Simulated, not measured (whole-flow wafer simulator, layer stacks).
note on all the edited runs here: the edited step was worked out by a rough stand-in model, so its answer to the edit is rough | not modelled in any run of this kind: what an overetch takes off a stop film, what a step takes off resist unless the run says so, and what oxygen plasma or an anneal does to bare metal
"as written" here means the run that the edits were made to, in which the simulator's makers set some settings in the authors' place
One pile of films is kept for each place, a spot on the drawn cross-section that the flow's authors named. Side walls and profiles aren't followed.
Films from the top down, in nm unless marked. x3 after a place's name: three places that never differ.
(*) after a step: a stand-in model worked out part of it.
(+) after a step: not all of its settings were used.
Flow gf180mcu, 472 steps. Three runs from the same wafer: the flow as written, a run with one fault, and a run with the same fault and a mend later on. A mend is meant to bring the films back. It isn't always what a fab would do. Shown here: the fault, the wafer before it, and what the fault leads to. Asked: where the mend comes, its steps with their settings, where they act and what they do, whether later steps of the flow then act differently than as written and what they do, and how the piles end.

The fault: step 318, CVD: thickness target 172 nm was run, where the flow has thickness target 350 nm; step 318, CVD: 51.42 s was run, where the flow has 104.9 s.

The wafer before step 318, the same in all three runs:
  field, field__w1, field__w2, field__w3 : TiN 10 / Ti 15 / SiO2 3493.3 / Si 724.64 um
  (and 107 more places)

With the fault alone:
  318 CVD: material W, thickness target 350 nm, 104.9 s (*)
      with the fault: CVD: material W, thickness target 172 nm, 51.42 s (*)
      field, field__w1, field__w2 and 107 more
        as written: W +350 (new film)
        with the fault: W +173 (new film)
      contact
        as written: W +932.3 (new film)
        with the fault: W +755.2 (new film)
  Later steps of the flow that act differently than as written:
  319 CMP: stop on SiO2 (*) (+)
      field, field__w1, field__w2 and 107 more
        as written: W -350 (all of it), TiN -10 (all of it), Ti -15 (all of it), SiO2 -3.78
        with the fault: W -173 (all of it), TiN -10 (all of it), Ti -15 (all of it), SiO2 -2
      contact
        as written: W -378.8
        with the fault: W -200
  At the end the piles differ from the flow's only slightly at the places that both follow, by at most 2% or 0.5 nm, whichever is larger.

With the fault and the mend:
  The mend comes after step 318.
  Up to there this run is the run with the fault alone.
  318a CVD: material W, thickness target 178 nm, 53.37 s (the flow's step 318 once more, with other settings)
      field, field__w1, field__w2 and 108 more
        W +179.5
  No later step of the flow acts differently than as written, at any place that is followed, by more than 2% or 0.5 nm, whichever is larger.
  At the end the piles differ from the flow's only slightly at the places that both follow, by at most 2% or 0.5 nm, whichever is larger.
